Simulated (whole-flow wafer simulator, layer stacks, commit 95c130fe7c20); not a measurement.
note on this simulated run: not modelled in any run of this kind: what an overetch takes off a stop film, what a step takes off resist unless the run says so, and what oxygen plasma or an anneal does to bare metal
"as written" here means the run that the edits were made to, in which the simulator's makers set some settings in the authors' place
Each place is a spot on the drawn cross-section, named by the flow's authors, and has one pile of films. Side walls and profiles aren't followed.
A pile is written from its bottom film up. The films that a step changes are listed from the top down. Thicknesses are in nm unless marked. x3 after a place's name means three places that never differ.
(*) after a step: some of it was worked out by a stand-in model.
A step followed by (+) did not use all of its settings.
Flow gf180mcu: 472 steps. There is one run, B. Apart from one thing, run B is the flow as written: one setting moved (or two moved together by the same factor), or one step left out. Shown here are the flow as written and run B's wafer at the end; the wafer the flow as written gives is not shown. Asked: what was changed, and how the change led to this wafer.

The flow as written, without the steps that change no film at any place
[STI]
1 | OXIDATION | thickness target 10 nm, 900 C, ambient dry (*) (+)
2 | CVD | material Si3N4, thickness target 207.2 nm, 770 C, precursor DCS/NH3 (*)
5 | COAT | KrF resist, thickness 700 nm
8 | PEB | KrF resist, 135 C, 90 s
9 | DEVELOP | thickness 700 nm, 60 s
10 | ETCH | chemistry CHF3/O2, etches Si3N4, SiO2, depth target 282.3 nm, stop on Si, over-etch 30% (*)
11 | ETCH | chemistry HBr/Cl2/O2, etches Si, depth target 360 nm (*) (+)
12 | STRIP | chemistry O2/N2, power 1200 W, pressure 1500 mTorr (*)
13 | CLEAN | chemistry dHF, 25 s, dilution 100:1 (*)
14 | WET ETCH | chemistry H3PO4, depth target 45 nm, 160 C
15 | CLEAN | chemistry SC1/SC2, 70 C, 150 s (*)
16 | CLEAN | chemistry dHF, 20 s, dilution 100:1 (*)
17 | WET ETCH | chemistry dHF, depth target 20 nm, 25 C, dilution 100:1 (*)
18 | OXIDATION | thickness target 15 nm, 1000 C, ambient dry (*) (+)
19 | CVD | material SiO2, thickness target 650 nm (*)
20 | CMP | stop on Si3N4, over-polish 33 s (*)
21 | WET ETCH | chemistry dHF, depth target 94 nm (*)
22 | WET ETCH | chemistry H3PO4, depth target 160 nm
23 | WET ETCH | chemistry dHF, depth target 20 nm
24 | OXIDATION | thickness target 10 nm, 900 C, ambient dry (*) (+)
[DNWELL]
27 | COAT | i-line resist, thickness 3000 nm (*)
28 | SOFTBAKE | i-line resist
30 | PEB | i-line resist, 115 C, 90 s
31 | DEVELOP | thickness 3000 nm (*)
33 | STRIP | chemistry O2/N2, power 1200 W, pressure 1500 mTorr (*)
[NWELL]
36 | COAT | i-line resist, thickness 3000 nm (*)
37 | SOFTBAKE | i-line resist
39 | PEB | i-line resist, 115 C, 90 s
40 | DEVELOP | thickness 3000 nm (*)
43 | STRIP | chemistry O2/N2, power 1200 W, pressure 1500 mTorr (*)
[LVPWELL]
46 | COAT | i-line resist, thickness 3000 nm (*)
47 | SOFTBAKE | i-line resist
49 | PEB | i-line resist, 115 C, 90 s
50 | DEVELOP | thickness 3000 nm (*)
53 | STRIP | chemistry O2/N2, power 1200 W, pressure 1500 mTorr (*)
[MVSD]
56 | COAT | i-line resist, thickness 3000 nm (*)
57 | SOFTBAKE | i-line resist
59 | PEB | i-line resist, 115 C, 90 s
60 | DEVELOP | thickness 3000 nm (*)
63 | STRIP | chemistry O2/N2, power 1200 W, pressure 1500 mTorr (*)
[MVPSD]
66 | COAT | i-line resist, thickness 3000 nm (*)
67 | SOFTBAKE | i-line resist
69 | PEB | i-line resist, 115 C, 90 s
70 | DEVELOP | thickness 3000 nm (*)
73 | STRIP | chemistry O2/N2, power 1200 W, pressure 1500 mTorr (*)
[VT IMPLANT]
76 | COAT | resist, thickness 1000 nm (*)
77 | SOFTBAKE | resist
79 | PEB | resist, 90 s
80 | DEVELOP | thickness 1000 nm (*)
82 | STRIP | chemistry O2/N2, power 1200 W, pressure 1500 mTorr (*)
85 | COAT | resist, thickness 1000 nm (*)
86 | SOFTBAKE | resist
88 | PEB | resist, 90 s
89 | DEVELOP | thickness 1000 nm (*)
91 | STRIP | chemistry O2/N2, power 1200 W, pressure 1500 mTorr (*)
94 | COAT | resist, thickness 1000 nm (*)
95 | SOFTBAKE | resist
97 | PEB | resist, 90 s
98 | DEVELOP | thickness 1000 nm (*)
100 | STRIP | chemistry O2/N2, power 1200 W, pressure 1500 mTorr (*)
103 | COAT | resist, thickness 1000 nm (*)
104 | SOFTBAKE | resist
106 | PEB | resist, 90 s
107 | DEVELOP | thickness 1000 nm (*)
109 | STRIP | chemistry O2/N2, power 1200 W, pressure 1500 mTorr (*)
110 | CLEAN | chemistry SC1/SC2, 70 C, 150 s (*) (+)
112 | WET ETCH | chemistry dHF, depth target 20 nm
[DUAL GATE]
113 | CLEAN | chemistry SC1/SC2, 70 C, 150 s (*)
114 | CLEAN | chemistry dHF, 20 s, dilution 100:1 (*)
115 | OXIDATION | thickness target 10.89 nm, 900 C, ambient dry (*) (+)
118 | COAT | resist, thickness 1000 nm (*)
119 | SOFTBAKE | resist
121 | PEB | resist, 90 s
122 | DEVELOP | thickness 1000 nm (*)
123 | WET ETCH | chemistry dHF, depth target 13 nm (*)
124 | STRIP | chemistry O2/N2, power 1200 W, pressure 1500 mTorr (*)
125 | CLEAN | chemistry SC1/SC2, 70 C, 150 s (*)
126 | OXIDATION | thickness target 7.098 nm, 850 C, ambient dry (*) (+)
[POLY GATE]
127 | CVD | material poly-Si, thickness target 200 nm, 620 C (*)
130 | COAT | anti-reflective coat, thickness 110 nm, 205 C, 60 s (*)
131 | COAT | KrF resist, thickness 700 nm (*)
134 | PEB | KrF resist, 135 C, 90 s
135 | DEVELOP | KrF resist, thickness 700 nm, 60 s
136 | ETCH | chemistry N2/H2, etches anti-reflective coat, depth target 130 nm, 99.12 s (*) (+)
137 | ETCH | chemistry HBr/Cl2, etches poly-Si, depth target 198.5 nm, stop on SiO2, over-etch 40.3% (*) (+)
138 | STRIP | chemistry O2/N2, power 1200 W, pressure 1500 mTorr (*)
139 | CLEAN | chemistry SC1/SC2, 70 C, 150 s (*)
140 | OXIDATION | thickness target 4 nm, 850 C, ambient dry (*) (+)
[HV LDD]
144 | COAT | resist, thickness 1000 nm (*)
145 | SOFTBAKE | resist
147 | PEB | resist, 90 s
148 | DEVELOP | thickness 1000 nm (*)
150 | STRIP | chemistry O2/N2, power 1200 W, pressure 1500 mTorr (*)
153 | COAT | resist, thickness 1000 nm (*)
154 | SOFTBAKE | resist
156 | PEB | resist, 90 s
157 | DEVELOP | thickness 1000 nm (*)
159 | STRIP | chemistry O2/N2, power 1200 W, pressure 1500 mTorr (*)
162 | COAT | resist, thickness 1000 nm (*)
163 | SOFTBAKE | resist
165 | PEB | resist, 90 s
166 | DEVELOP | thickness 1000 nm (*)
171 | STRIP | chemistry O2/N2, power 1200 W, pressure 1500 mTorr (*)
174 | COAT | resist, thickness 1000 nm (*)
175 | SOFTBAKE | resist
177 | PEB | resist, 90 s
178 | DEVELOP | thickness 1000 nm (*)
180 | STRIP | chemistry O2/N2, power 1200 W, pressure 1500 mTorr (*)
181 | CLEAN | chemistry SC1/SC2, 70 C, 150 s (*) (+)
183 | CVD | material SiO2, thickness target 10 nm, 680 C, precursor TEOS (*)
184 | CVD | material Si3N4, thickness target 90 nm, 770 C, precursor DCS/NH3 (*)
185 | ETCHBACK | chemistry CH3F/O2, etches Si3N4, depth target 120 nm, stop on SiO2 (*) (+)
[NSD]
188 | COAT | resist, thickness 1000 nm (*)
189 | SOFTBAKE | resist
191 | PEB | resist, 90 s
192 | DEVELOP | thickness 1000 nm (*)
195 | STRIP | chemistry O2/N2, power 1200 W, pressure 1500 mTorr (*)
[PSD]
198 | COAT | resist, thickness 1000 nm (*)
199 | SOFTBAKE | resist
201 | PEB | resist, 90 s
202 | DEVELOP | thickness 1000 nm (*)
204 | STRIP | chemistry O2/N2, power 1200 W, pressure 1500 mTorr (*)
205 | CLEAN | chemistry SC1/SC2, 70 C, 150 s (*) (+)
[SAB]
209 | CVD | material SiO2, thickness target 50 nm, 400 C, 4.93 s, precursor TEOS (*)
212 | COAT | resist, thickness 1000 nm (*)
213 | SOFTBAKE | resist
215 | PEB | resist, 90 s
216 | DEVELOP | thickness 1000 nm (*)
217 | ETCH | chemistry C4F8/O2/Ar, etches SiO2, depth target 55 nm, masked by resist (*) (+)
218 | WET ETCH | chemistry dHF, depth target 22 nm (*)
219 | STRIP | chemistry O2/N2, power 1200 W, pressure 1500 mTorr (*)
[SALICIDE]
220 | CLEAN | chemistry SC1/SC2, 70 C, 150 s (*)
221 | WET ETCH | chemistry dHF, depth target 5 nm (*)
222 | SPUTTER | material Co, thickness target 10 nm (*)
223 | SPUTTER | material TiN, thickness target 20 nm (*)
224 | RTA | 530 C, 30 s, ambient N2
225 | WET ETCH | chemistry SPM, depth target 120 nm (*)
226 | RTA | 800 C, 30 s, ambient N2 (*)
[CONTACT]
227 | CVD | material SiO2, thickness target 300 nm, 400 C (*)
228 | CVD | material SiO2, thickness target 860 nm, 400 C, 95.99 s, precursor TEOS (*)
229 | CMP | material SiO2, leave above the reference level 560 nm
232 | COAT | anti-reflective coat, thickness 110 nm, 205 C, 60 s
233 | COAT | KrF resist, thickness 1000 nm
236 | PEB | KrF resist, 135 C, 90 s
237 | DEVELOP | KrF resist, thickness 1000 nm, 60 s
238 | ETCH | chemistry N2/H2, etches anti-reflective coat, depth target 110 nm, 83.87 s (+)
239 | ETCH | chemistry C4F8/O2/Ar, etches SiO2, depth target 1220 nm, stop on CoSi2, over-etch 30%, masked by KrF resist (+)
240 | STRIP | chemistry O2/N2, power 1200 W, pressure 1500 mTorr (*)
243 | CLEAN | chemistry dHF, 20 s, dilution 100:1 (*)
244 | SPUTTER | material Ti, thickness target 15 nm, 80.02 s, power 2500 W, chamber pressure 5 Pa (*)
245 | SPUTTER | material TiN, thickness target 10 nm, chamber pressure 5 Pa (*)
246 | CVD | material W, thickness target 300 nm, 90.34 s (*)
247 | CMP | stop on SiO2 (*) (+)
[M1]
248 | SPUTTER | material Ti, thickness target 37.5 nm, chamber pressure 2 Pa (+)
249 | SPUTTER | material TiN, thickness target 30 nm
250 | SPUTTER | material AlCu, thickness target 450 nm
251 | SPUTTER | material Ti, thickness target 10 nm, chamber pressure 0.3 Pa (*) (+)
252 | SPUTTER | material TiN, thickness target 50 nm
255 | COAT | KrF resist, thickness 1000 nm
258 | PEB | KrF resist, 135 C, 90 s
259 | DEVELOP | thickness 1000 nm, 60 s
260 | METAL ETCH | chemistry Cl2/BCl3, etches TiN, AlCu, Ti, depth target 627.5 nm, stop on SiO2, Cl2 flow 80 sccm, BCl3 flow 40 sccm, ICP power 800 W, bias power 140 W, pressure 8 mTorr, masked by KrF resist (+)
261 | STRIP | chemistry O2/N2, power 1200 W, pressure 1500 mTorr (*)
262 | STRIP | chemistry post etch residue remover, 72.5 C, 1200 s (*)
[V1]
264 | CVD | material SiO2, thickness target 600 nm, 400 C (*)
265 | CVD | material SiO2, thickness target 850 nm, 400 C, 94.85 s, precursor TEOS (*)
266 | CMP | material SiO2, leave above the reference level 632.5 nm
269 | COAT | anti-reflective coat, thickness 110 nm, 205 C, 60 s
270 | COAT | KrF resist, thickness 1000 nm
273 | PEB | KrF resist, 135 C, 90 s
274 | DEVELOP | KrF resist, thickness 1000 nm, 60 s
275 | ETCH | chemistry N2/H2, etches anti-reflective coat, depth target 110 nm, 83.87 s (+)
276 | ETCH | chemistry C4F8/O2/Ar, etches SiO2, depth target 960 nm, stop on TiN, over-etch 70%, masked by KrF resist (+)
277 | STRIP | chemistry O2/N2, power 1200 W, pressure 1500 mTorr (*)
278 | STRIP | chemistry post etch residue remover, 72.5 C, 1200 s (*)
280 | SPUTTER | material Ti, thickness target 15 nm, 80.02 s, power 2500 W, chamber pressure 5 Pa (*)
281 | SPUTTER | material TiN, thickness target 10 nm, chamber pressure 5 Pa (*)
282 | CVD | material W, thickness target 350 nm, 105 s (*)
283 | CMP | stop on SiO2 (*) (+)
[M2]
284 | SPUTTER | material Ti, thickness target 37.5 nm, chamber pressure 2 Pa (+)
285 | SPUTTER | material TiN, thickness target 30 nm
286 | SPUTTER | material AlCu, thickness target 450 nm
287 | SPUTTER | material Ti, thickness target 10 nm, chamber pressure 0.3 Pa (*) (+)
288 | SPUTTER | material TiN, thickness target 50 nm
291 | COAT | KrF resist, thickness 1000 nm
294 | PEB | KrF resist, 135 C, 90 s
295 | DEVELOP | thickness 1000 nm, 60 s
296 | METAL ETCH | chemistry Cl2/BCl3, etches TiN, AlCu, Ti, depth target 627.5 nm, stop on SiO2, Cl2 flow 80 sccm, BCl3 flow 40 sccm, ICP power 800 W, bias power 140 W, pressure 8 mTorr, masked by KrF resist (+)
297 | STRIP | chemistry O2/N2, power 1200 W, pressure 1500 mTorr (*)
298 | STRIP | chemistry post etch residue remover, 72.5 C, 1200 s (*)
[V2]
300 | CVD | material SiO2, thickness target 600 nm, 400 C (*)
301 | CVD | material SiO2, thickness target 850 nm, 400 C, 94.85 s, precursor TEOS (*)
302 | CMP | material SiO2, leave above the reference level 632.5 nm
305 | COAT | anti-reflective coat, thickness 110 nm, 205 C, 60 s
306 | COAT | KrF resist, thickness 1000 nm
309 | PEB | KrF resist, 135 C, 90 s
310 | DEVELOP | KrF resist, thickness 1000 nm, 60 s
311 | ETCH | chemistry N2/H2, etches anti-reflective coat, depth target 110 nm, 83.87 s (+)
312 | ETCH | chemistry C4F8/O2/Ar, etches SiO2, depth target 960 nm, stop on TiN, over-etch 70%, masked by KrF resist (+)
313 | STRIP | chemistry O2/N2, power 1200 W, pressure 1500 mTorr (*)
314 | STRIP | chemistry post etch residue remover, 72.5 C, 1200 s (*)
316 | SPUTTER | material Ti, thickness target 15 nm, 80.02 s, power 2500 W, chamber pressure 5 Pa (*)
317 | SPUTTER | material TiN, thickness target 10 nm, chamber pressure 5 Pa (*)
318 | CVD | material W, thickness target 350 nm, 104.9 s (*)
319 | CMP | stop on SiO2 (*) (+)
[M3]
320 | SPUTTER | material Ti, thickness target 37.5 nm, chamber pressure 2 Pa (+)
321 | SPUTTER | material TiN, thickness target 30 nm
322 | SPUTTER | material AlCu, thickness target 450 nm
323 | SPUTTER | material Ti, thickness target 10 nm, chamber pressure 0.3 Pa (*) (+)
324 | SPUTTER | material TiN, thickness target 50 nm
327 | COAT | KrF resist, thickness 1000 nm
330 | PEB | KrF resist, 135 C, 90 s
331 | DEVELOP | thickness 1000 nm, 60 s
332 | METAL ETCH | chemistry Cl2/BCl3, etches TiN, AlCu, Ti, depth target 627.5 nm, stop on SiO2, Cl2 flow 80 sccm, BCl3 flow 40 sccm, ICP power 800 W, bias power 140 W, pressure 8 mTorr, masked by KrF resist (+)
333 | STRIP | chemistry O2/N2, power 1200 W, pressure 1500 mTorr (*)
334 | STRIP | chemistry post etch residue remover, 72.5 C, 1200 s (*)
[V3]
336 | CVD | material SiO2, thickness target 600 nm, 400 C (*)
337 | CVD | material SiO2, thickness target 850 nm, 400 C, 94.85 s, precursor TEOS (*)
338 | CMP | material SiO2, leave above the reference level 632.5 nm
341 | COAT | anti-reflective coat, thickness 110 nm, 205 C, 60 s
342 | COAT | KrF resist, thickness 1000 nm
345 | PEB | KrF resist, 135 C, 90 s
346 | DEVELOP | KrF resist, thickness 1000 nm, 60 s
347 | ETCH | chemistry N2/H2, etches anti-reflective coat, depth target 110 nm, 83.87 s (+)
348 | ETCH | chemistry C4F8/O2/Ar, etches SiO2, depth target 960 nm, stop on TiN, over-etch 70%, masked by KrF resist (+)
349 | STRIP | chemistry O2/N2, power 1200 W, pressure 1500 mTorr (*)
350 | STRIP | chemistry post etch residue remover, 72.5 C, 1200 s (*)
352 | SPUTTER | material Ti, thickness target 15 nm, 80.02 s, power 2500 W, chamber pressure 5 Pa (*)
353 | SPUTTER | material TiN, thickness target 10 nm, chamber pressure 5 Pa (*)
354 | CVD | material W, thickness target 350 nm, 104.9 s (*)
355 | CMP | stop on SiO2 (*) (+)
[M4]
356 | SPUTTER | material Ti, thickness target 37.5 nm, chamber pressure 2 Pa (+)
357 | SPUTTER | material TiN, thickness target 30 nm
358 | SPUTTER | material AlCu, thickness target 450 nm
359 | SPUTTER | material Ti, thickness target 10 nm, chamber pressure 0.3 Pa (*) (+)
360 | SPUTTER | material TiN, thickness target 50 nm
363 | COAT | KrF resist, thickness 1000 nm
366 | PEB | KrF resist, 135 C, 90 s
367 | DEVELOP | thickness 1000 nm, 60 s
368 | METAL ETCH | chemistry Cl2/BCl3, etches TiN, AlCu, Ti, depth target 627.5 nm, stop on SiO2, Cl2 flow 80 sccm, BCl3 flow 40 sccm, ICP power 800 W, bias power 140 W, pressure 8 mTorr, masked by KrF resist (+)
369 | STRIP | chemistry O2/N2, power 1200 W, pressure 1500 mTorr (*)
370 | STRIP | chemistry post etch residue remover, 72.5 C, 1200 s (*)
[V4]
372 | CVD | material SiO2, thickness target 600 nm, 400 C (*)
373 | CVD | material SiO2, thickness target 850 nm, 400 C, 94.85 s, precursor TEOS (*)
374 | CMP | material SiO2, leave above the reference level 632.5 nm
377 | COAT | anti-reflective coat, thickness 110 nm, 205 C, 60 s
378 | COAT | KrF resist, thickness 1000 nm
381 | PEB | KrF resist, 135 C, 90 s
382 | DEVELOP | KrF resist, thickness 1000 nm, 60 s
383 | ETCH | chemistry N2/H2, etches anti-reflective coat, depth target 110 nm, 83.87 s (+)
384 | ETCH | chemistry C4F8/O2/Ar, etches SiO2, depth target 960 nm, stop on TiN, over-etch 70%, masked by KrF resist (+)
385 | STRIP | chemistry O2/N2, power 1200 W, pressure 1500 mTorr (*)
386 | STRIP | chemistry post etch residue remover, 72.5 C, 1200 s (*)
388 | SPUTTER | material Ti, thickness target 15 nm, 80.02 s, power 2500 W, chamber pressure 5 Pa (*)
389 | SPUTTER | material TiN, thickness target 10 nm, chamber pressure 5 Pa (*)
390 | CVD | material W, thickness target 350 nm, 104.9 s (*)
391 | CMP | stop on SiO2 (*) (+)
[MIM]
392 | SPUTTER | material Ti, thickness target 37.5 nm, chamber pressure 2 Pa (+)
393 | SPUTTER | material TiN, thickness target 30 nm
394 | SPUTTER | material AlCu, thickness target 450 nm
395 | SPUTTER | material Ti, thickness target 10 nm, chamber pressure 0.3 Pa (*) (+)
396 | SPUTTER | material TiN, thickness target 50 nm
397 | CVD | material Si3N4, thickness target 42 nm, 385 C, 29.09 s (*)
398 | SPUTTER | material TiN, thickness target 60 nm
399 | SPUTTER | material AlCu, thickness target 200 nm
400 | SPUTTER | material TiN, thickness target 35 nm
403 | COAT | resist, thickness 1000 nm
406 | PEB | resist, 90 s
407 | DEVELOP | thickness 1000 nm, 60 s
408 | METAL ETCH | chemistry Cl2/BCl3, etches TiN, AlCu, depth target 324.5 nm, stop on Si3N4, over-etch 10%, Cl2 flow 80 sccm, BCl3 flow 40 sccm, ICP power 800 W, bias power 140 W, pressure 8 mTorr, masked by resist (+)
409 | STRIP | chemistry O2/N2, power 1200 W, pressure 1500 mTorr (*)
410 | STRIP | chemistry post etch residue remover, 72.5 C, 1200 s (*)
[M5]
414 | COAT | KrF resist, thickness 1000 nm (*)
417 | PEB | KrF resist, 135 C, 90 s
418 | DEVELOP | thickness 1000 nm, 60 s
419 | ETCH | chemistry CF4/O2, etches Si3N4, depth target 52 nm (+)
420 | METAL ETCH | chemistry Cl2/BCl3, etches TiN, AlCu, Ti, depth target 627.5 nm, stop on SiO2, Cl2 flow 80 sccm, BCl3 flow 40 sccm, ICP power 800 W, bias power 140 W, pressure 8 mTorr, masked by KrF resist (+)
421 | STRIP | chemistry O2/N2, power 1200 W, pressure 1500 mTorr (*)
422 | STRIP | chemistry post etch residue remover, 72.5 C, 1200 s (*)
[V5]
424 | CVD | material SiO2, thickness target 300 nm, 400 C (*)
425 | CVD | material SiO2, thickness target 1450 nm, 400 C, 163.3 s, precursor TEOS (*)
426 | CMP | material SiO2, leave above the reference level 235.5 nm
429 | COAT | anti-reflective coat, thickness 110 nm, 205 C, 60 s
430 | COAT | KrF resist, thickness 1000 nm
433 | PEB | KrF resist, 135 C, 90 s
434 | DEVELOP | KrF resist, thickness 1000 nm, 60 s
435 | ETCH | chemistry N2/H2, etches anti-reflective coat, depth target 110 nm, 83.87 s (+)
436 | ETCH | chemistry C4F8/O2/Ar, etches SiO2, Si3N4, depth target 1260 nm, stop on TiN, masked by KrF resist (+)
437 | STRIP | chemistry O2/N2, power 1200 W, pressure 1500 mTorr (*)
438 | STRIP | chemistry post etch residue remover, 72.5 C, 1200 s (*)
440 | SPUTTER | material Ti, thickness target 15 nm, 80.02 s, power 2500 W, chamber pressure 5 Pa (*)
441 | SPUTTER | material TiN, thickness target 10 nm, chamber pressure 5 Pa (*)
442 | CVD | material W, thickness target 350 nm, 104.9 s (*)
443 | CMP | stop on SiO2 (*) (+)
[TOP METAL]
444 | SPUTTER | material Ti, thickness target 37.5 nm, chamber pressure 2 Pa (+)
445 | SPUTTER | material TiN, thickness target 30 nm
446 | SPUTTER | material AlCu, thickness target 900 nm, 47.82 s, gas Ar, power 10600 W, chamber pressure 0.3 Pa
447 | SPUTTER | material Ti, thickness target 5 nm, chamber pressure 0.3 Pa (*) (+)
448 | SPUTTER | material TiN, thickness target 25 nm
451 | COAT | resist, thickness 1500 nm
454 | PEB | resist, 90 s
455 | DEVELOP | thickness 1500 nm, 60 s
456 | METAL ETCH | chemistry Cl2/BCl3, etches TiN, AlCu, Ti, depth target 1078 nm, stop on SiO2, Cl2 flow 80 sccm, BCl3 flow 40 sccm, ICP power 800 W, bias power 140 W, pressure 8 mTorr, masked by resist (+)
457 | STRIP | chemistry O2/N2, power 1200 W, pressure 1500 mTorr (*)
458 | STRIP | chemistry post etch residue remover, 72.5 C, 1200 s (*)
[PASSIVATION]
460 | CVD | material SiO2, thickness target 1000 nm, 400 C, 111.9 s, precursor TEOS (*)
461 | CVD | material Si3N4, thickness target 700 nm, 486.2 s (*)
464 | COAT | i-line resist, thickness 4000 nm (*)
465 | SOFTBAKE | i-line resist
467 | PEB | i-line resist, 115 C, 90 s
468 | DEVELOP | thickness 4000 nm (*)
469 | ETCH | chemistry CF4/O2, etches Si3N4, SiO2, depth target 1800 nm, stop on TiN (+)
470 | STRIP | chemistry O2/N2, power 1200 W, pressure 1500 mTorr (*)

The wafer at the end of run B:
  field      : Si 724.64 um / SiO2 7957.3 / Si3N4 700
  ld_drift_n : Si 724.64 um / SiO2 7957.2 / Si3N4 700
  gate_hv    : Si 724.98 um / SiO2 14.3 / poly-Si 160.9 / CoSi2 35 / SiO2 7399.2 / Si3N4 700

Cause: step 358, SPUTTER: thickness target 180 nm was run, though the flow has thickness target 450 nm.

The path from the change to this, step by step:
  358 | SPUTTER | material AlCu, thickness target 450 nm
      field, field__w1, field__w2 and 108 more: AlCu gains 180 (new film) (it would be, as written: AlCu gains 450 (new film))
  368 | METAL ETCH | chemistry Cl2/BCl3, etches TiN, AlCu, Ti, depth target 627.5 nm, stop on SiO2, Cl2 flow 80 sccm, BCl3 flow 40 sccm, ICP power 800 W, bias power 140 W, pressure 8 mTorr, masked by KrF resist (+)
      field, field__w1, field__w2 and 103 more: TiN loses 50 (all of it), Ti loses 10 (all of it), AlCu loses 180 (all of it), TiN loses 30 (all of it), Ti loses 37.5 (all of it) (it would be, as written: TiN loses 50 (all of it), Ti loses 10 (all of it), AlCu loses 450 (all of it), TiN loses 30 (all of it), Ti loses 37.5 (all of it))
      field__w8, contact, m1, m1__w1, m1_nw: KrF resist loses 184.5 (it would be, as written: KrF resist loses 251)
  369 | STRIP | chemistry O2/N2, power 1200 W, pressure 1500 mTorr (*)
      field__w8, contact, m1, m1__w1, m1_nw: KrF resist loses 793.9 (all of it) (it would be, as written: KrF resist loses 727.4 (all of it))
  374 | CMP | material SiO2, leave above the reference level 632.5 nm
      field, field__w1, field__w2 and 103 more: SiO2 loses 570 (it would be, as written: SiO2 loses 300)
